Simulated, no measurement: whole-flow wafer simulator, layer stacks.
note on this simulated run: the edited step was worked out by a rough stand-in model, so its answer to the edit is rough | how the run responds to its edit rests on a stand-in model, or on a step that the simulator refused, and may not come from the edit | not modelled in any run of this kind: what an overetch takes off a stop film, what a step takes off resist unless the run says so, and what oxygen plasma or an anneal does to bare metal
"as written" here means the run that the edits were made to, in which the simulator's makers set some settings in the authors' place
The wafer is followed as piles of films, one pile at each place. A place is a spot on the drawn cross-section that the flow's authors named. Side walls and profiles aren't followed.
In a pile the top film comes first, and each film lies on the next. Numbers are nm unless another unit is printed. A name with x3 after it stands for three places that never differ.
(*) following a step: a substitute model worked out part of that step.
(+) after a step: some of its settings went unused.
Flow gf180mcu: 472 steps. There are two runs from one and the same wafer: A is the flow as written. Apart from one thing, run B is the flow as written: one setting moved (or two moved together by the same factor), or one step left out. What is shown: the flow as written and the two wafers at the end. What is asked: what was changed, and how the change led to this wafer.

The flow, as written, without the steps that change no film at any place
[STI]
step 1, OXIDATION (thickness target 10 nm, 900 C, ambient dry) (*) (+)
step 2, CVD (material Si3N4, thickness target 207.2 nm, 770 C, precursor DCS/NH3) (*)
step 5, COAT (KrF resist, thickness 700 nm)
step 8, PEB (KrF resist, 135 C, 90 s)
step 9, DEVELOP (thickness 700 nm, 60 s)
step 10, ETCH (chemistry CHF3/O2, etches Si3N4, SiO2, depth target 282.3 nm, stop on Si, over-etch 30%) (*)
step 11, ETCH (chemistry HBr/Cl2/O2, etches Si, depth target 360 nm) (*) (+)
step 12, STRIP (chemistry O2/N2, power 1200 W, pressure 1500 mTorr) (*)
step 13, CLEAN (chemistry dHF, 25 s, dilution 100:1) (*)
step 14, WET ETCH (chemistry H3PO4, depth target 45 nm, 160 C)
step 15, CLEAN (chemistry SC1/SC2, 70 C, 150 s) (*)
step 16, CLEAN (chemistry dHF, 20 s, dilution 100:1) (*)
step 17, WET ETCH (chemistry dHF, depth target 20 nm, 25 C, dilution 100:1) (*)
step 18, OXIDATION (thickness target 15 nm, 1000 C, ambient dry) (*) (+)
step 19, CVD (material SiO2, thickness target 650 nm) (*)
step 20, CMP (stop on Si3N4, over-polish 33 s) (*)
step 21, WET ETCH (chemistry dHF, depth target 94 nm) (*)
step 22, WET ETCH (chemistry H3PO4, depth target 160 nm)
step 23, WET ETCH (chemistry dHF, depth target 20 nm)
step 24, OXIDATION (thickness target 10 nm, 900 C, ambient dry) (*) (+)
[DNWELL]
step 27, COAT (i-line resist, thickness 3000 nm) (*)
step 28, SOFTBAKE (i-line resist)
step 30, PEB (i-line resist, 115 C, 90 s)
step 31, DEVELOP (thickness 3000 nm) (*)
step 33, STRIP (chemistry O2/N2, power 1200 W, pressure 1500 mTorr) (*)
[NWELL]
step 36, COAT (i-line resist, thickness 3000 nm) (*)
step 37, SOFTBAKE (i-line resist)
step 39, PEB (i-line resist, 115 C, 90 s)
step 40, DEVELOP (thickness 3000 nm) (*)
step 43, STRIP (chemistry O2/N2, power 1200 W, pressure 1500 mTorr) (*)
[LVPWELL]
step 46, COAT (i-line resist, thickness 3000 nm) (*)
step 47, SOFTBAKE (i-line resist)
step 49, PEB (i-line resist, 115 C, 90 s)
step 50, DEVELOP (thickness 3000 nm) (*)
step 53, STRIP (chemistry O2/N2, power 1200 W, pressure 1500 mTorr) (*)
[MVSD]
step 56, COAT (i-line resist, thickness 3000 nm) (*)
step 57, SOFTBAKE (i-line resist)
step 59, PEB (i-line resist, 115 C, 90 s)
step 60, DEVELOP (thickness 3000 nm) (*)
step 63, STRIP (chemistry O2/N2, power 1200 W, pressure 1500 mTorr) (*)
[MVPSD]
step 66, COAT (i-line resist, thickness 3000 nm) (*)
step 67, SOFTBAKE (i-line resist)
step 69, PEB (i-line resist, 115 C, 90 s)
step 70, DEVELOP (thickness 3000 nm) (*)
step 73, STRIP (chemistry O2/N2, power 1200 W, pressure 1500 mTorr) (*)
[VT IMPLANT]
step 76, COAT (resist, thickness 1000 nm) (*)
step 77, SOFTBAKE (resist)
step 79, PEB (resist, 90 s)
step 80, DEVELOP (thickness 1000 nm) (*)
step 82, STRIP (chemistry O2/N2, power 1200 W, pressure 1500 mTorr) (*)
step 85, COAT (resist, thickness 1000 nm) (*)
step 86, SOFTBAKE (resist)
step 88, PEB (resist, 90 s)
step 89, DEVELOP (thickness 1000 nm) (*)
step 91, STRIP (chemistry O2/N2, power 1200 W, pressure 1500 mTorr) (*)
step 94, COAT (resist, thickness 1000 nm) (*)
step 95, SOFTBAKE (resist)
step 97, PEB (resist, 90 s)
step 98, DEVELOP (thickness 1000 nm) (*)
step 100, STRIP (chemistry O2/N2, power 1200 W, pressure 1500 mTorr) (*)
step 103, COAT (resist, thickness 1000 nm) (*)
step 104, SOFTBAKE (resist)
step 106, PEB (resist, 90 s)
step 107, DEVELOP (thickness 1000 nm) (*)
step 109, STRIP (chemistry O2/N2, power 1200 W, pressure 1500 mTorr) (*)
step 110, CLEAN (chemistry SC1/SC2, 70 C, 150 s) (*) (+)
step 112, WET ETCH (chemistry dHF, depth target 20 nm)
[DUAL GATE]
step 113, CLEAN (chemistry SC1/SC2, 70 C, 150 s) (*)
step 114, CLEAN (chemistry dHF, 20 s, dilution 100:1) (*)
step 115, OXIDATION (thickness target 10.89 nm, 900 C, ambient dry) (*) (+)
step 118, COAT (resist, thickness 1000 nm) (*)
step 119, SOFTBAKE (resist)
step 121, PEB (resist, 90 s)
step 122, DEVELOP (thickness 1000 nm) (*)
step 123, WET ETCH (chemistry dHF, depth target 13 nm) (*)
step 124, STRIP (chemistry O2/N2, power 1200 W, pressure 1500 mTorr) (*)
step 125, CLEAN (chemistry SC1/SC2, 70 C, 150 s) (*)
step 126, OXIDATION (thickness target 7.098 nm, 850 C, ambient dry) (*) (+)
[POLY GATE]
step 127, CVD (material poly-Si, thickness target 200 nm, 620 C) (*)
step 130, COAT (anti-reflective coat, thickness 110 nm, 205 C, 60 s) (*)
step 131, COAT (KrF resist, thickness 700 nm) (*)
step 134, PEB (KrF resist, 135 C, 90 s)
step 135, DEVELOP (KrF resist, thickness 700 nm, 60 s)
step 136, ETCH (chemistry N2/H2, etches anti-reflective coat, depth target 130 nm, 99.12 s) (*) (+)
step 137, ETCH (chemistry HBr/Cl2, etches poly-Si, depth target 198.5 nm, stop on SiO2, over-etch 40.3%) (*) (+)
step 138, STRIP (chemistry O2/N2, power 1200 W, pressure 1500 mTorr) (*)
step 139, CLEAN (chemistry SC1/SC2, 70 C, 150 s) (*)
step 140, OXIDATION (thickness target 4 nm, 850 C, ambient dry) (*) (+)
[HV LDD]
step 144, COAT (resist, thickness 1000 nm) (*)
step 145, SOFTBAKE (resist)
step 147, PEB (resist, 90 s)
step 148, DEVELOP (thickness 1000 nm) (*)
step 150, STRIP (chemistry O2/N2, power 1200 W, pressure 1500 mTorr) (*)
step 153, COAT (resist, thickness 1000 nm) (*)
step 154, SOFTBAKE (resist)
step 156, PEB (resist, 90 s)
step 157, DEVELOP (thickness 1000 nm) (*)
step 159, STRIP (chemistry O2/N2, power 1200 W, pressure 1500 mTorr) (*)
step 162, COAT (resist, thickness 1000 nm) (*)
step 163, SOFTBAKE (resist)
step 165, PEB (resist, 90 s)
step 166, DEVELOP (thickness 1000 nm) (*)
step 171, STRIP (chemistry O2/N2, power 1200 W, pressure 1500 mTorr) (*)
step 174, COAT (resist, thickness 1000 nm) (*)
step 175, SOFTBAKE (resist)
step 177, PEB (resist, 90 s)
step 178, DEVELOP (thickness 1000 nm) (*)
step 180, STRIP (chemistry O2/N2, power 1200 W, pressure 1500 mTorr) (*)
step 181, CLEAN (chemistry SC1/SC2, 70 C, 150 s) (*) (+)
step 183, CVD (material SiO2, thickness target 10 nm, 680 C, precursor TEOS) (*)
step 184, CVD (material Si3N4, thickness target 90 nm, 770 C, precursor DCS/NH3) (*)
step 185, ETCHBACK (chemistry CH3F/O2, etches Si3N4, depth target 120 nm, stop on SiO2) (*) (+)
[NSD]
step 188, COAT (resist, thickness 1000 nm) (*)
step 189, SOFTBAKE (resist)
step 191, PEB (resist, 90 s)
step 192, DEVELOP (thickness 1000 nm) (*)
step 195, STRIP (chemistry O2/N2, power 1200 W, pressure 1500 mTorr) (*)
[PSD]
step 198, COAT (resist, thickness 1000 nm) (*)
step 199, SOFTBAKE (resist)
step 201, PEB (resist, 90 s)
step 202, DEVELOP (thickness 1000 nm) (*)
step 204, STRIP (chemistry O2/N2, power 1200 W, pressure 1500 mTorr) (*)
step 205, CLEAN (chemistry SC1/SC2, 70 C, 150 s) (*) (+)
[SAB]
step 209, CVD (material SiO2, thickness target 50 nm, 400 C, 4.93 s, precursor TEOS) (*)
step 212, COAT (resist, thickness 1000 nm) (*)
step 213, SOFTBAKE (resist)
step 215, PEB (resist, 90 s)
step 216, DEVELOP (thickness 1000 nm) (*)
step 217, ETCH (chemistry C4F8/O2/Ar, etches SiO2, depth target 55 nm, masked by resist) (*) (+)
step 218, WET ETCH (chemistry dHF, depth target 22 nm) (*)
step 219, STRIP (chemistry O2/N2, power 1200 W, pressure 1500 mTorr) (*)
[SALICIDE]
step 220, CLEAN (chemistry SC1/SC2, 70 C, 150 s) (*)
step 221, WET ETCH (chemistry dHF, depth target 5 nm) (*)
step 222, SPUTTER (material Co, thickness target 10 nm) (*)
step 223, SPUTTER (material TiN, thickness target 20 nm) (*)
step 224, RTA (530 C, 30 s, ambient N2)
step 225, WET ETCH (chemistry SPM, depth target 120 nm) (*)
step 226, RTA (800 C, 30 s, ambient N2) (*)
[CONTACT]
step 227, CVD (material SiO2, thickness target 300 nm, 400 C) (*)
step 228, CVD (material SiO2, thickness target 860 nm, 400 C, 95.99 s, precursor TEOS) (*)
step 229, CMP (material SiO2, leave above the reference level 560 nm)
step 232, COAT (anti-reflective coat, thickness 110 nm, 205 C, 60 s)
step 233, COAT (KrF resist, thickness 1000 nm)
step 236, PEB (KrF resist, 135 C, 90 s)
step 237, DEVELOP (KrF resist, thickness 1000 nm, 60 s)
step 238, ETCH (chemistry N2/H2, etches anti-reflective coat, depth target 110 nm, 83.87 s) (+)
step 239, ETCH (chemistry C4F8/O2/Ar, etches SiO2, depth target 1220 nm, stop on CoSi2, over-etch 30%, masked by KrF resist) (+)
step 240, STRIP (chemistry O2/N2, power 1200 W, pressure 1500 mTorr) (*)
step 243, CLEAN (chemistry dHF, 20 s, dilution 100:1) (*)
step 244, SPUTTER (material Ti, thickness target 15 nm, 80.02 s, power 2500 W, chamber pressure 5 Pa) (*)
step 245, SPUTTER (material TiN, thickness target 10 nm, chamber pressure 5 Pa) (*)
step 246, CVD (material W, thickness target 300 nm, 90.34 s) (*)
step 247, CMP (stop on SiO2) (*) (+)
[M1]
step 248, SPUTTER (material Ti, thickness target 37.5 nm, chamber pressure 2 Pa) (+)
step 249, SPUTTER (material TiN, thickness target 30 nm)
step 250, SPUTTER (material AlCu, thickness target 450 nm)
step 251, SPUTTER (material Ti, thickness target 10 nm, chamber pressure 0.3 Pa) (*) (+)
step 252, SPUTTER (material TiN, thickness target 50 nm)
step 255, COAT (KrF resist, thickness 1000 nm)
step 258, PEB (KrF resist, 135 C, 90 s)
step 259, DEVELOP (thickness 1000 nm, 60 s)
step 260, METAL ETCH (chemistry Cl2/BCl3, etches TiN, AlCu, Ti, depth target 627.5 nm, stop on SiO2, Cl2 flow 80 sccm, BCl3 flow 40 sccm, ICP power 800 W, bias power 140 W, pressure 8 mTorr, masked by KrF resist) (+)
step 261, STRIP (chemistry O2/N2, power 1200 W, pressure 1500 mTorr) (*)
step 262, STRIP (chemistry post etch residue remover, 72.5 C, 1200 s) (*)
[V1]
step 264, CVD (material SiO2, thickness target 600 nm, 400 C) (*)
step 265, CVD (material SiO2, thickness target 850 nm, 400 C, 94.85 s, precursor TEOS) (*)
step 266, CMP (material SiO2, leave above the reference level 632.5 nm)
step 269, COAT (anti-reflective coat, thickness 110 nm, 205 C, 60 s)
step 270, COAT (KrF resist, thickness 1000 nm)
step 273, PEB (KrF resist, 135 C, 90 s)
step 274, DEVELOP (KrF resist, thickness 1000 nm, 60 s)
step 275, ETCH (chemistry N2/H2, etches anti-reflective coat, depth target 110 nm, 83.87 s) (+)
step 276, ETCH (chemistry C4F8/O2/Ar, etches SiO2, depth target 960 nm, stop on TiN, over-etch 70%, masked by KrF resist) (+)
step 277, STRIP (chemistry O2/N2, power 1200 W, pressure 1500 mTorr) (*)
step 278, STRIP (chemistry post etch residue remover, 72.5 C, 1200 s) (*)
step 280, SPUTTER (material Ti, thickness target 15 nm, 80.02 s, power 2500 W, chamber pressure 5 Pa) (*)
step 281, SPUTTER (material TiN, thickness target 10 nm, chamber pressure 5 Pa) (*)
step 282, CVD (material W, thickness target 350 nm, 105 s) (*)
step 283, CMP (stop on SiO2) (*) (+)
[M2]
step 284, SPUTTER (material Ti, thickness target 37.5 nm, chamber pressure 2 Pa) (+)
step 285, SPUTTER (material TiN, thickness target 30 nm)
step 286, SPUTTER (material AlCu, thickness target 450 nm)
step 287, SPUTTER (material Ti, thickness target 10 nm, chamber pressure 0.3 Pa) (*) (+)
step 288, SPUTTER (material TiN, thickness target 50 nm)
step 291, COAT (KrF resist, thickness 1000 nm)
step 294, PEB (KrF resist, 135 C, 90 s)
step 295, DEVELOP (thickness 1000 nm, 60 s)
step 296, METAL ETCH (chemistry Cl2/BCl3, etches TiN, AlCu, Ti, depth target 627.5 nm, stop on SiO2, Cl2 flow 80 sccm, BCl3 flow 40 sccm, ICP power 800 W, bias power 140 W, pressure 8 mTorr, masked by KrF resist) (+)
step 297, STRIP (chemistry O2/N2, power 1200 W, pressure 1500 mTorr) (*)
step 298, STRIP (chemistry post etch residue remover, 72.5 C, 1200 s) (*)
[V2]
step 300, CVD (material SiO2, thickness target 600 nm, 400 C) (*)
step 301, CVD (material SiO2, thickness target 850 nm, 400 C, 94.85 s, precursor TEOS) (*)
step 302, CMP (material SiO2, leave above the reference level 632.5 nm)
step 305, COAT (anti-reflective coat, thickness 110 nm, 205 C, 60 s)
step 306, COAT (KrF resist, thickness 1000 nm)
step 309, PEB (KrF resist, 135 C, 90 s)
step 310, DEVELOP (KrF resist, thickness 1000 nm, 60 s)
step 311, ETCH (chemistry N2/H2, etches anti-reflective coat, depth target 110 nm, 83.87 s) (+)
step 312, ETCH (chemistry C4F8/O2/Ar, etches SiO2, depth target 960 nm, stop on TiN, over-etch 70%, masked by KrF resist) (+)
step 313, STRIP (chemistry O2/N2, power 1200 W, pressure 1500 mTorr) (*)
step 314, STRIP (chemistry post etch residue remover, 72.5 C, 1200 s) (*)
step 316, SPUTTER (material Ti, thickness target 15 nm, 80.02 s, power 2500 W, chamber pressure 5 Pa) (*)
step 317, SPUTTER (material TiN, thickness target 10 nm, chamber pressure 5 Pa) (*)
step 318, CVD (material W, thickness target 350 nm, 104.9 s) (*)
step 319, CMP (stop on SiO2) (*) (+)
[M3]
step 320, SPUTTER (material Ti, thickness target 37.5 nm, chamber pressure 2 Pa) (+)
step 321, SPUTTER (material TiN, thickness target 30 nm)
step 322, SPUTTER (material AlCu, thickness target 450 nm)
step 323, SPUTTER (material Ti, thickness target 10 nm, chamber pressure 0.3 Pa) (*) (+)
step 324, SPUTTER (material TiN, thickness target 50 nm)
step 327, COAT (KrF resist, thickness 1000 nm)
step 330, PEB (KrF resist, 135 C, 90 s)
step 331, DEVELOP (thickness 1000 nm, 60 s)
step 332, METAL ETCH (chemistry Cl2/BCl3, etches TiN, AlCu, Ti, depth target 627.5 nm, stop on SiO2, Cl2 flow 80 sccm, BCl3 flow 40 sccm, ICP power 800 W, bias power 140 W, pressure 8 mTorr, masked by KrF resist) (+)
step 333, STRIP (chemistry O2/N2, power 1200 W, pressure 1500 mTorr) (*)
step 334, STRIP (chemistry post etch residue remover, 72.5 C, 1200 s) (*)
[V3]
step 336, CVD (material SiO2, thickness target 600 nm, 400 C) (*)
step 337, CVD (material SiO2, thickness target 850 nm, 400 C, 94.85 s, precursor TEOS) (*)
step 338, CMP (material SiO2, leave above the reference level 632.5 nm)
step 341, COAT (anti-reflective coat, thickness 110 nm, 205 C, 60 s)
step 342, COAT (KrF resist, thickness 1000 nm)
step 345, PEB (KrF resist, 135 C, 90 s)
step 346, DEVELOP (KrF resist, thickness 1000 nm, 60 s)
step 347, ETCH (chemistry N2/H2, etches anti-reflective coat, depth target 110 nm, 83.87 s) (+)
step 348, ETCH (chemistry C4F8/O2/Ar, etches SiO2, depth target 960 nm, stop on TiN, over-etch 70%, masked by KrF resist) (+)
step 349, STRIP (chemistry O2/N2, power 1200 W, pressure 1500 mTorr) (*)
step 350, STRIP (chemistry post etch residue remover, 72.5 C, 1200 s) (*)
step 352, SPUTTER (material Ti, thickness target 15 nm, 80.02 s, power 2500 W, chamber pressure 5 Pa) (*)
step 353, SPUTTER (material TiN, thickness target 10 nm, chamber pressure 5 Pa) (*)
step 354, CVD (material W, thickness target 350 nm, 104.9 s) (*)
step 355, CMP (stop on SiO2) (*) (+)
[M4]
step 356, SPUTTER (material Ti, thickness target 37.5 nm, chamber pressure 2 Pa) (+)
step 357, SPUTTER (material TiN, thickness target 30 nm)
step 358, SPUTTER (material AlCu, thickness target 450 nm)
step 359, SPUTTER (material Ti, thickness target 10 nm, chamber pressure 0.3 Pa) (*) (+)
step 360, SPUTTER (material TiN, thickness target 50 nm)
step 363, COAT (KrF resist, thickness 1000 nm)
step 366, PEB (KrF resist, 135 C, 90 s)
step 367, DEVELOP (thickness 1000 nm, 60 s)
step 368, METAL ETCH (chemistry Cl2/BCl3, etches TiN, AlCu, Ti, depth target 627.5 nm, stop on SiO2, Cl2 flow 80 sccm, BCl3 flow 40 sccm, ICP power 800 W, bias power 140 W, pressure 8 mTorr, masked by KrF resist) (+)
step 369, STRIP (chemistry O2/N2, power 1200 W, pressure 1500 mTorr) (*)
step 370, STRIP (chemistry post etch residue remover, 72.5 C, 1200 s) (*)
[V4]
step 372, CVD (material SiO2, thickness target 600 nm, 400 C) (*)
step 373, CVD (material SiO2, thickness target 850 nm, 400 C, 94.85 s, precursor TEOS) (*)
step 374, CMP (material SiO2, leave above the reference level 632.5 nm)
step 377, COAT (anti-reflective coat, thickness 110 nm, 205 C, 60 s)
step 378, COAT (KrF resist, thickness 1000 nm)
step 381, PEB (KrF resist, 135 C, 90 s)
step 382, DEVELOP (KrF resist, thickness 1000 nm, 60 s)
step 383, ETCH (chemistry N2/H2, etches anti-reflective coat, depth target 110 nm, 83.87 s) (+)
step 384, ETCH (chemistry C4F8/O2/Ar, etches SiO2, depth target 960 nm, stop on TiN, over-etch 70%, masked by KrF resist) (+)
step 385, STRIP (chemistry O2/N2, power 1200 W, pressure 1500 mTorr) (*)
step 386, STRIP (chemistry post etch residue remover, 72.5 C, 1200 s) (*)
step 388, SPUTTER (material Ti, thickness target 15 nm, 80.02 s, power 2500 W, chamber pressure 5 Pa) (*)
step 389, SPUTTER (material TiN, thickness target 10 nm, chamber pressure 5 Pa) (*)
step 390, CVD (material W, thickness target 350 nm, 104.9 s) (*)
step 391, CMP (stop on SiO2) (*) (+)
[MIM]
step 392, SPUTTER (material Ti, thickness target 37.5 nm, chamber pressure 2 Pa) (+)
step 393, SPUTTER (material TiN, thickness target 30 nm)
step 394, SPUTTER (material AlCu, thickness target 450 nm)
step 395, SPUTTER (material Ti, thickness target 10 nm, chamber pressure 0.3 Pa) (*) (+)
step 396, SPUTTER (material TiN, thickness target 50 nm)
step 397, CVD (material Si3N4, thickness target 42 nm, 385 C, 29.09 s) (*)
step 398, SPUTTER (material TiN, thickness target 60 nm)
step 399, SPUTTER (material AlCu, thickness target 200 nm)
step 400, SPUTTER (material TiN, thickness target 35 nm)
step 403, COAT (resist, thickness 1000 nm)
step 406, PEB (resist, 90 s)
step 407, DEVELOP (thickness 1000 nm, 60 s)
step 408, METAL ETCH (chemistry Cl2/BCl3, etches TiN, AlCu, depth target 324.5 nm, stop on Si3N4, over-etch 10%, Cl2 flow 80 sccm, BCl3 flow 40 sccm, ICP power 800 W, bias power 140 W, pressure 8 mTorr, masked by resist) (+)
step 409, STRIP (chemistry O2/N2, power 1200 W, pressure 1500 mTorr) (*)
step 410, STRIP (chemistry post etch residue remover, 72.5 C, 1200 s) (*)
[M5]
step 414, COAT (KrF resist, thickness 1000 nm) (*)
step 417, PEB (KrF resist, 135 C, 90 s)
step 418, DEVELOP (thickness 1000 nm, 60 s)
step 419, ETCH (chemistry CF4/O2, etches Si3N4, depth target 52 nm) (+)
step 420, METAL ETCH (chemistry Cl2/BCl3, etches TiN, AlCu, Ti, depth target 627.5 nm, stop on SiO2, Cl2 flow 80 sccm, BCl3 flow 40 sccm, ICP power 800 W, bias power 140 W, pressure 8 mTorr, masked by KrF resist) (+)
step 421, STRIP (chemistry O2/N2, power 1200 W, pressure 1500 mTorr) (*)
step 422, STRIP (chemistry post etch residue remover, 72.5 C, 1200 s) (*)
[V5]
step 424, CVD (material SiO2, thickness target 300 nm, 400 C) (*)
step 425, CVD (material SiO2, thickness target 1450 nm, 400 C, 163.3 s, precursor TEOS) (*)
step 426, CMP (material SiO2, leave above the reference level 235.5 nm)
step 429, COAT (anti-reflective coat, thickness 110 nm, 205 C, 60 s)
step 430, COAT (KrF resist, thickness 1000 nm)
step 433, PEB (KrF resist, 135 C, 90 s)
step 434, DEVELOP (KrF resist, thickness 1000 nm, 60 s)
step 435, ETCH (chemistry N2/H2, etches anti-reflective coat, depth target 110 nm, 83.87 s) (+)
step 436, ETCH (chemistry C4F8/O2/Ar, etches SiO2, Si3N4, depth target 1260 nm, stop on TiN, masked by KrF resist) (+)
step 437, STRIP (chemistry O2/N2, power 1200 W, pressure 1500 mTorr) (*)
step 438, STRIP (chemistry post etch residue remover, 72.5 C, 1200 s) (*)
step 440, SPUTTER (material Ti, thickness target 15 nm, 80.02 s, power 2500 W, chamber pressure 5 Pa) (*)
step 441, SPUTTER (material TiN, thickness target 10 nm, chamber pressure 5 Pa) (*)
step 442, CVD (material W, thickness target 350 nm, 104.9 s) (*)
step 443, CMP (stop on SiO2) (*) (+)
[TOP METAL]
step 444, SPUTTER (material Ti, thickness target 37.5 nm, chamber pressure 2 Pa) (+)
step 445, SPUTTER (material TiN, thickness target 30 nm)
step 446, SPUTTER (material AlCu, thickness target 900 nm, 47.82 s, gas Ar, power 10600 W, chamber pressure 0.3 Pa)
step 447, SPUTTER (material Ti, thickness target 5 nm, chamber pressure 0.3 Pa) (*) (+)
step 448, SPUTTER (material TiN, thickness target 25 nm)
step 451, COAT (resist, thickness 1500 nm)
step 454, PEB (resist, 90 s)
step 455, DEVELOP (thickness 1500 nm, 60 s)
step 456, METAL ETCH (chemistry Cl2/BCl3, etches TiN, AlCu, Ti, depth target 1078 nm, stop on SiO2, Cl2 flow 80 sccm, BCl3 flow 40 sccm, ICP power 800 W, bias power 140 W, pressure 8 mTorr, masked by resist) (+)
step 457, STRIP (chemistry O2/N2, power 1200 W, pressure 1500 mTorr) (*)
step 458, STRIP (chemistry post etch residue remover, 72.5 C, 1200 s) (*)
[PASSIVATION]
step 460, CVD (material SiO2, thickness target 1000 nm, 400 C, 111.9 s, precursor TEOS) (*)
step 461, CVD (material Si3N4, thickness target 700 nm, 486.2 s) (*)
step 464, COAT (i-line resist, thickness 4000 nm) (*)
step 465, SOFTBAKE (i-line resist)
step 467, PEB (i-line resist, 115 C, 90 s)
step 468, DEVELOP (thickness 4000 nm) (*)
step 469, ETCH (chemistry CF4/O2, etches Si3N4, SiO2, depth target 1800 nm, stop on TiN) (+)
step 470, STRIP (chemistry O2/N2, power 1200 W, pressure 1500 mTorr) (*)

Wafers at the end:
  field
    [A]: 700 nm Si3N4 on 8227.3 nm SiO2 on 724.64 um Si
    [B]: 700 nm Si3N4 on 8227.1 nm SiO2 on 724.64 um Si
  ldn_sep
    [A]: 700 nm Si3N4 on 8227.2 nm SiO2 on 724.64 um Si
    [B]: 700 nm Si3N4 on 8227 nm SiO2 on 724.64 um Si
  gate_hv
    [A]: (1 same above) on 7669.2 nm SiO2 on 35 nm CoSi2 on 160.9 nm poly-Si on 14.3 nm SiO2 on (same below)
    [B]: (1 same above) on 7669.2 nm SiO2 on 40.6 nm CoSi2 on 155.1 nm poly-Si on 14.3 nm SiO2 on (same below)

Cause: step 222, SPUTTER: thickness target 11.6 nm was run, though the flow has thickness target 10 nm.

How this came from the change, step by step:
  step 222, SPUTTER (material Co, thickness target 10 nm) (*)
      field, field__w7, field__w8 and 71 more: A +10 Co (new film) | B +11.6 Co (new film)
      field__w6, field_sub, field_sub__w2: A +9.95 Co (new film) | B +11.5 Co (new film)
      (also at 34 further places)
  step 223, SPUTTER (material TiN, thickness target 20 nm) (*)
      field__w12: A +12 TiN (new film) | B +12.6 TiN (new film)
  step 224, RTA (530 C, 30 s, ambient N2)
      gate, gate_hv, gate_p and 22 more: A under 1 film: +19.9 CoSi (new film), -10 Co (all of it), -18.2 poly-Si | B under 1 film: +23.1 CoSi (new film), -11.6 Co (all of it), -21.1 poly-Si
      active, p_well, sd_n and 11 more: A under 1 film: +19.9 CoSi (new film), -10 Co (all of it), -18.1 Si | B under 1 film: +23.1 CoSi (new film), -11.6 Co (all of it), -21 Si
      (also at 10 further places)
  step 225, WET ETCH (chemistry SPM, depth target 120 nm) (*)
      field, field__w7, field__w8 and 32 more: A -20 TiN (all of it), -10 Co (all of it) | B -20 TiN (all of it), -11.6 Co (all of it)
      field__w9, nw_enc_fld_lv__w3: A -19.1 TiN (all of it), -9.6 Co (all of it) | B -19.1 TiN (all of it), -11.1 Co (all of it)
      (also at 25 further places)
  step 226, RTA (800 C, 30 s, ambient N2) (*)
      gate, gate_hv, gate_p and 22 more: A +35 CoSi2 (new film), -19.9 CoSi (all of it), -18.2 poly-Si | B +40.6 CoSi2 (new film), -23.1 CoSi (all of it), -21.1 poly-Si
      active, p_well, sd_n and 11 more: A +35 CoSi2 (new film), -19.9 CoSi (all of it), -18.1 Si | B +40.6 CoSi2 (new film), -23.1 CoSi (all of it), -21 Si
      (also at 10 further places)
